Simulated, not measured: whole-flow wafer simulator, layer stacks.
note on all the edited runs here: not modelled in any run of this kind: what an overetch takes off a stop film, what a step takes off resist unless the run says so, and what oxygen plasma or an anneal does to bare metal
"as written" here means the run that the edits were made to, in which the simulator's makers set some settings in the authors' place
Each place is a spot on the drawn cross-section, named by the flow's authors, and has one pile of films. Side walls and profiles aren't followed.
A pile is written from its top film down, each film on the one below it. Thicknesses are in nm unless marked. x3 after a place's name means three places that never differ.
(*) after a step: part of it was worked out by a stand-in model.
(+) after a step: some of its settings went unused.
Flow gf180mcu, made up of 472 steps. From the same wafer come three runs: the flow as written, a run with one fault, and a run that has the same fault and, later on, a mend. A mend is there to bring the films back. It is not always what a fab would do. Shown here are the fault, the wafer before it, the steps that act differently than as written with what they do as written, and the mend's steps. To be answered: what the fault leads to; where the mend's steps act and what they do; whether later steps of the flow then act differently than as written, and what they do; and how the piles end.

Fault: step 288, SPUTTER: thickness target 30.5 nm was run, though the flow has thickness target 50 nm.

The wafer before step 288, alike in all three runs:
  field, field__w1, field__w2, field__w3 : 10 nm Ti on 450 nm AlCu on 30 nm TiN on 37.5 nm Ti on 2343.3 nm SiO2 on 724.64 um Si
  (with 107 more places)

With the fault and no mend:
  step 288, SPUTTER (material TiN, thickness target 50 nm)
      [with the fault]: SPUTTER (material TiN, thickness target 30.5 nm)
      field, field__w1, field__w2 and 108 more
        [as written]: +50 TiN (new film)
        [with the fault]: +30.5 TiN (new film)
  Steps further on in the flow that do not act as written (not shown: 2 more steps that differ only slightly, by at most 2% or 0.5 nm, whichever is larger):
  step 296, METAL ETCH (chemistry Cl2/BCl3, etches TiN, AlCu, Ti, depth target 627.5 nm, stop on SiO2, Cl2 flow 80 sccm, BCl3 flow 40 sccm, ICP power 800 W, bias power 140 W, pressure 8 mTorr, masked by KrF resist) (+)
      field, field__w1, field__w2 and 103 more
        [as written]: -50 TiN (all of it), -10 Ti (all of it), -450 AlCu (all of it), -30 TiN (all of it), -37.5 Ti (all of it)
        [with the fault]: -30.5 TiN (all of it), -10 Ti (all of it), -450 AlCu (all of it), -30 TiN (all of it), -37.5 Ti (all of it)
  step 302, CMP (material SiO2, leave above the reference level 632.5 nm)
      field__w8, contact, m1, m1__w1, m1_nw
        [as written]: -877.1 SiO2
        [with the fault]: -857.6 SiO2
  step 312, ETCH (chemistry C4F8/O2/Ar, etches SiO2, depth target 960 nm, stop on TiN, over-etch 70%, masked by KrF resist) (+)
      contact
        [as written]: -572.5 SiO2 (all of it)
        [with the fault]: -592 SiO2 (all of it)
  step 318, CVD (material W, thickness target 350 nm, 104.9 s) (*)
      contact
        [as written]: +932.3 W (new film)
        [with the fault]: +952 W (new film)
  At field__w8, contact, m1, m1__w1, m1_nw, the piles at the end differ from the flow's by more than 2% or 0.5 nm, whichever is larger.
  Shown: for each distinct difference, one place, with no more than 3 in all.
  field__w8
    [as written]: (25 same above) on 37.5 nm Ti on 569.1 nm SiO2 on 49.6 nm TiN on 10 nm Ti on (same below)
    [with the fault]: (25 same above) on 37.5 nm Ti on 588.6 nm SiO2 on 30.1 nm TiN on 10 nm Ti on (same below)
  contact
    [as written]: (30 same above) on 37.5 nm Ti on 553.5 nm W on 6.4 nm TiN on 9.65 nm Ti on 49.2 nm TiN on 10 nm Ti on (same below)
    [with the fault]: (30 same above) on 37.5 nm Ti on 573.2 nm W on 6.33 nm TiN on 9.54 nm Ti on 29.7 nm TiN on 10 nm Ti on (same below)

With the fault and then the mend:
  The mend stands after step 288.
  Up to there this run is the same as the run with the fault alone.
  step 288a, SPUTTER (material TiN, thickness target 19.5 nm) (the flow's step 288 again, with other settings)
      field, field__w1, field__w2 and 108 more
        +19.5 TiN
  None of the later steps of the flow acts differently than as written at any place that is followed.
  At every place that both follow, the piles at the end match the flow's.
